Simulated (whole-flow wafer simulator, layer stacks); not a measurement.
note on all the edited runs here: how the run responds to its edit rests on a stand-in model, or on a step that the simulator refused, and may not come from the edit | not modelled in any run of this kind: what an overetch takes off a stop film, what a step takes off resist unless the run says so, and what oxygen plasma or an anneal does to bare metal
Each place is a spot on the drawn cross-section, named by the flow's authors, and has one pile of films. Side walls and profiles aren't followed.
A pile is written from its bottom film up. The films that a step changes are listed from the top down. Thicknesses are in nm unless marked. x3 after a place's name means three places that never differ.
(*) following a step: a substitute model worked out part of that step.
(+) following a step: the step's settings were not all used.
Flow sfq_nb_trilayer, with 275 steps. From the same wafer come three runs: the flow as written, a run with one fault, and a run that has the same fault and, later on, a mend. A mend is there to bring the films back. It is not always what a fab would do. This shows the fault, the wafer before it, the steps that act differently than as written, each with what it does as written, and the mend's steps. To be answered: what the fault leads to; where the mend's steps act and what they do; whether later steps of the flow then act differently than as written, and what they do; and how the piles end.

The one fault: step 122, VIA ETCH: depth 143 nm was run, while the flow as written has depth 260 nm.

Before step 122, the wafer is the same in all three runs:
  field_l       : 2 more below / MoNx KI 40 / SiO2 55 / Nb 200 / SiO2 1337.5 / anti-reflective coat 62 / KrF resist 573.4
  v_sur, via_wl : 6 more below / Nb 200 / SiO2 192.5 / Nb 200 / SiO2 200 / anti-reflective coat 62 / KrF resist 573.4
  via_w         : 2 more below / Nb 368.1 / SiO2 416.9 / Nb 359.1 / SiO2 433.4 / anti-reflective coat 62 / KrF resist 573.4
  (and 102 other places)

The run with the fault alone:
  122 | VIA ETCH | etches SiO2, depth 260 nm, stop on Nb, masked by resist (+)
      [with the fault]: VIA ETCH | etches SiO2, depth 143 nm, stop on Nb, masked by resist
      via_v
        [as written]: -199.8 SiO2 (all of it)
        [with the fault]: -143 SiO2
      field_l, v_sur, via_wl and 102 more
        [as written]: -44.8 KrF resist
        [with the fault]: -24.7 KrF resist
  Steps later in the flow that act otherwise than as written (3 more steps, not shown, differ only slightly: by at most 2% or 0.5 nm, whichever is larger):
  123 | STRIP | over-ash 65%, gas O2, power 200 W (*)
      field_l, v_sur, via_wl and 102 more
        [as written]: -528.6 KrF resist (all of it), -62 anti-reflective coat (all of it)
        [with the fault]: -548.8 KrF resist (all of it), -62 anti-reflective coat (all of it)
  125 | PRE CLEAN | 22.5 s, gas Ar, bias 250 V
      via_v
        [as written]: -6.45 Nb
        [with the fault]: -7.5 SiO2
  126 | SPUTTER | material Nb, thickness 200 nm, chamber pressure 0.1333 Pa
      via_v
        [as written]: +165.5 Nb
        [with the fault]: +177.8 Nb (new film)
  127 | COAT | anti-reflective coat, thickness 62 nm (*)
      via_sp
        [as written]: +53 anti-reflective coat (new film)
        [with the fault]: +54.1 anti-reflective coat (new film)
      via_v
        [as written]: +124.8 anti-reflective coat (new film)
        [with the fault]: +111.5 anti-reflective coat (new film)
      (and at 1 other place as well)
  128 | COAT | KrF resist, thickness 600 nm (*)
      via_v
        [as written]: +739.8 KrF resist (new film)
        [with the fault]: +694 KrF resist (new film)
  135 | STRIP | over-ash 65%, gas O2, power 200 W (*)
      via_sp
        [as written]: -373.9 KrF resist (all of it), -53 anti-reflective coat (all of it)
        [with the fault]: -377.6 KrF resist (all of it), -54.1 anti-reflective coat (all of it)
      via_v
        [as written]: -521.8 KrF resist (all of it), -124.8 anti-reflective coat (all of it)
        [with the fault]: -476.2 KrF resist (all of it), -111.5 anti-reflective coat (all of it)
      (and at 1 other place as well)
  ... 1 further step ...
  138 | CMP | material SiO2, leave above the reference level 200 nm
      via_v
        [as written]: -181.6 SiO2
        [with the fault]: -157.1 SiO2
  At via_v, the piles at the end differ from the flow's by more than 2% or 0.5 nm, whichever is larger.
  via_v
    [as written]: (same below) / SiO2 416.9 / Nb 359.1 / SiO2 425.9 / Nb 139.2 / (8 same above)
    [with the fault]: (same below) / SiO2 416.9 / Nb 200 / SiO2 49.3 / Nb 177.8 / SiO2 357.9 / Nb 139.2 / (8 same above)

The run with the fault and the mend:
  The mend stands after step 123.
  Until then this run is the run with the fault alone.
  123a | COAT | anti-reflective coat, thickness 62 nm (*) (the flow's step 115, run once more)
      p4_fl x3, p4_w1 x9, p4_g1 x2 and 63 more
        +62 anti-reflective coat (new film)
      r_sur, res, r_end and 9 more
        +61.8 anti-reflective coat (new film)
      c5j, ce_r, sp_r, be_r
        +61.7 anti-reflective coat (new film)
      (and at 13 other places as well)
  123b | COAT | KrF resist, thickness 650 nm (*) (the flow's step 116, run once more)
      p4_fl x3, p4_w1 x9, p4_g1 x2 and 63 more
        +650 KrF resist (new film)
      ln_m5, lsp_m, ln_m6, lsp_r, l0_sur, l0v
        +649.7 KrF resist (new film)
      r_end, moat, field_r, lsp_l
        +649.6 KrF resist (new film)
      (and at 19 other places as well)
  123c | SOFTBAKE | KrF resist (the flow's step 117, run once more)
      does not change any film at any place that is followed
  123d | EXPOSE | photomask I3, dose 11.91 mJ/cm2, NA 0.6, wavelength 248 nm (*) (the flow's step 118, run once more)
      does not change any film at any place that is followed
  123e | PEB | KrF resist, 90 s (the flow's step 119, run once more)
      ce_l, c5j, ce_r and 91 more
        -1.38 KrF resist
      field_l, v_sur, via_wl and 8 more
        -1.37 KrF resist
      via_v
        -1.58 KrF resist
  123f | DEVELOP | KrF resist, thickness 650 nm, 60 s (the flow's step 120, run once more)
      field_l, v_sur, via_wl and 102 more
        -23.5 KrF resist
      via_v
        -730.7 KrF resist (all of it)
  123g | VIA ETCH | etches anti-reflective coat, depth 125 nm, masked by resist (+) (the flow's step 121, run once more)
      field_l, v_sur, via_wl and 102 more
        -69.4 KrF resist
      via_v
        -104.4 anti-reflective coat (all of it), -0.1 SiO2
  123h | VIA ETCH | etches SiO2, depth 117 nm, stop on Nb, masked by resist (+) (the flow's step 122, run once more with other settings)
      field_l, v_sur, via_wl and 102 more
        -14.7 KrF resist
      via_v
        -56.7 SiO2 (all of it)
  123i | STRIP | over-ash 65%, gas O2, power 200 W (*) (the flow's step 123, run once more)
      p4_fl x3, p4_w1 x9, p4_g1 x2 and 63 more
        -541 KrF resist (all of it), -62 anti-reflective coat (all of it)
      ln_m5, lsp_m, ln_m6, lsp_r, l0_sur, l0v
        -540.7 KrF resist (all of it), -61.8 anti-reflective coat (all of it)
      r_end, moat, field_r, lsp_l
        -540.6 KrF resist (all of it), -61.8 anti-reflective coat (all of it)
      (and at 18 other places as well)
  Later steps of the flow that are run all act as written at every place that is followed.
  The piles end the same as the flow's at every place that both follow.
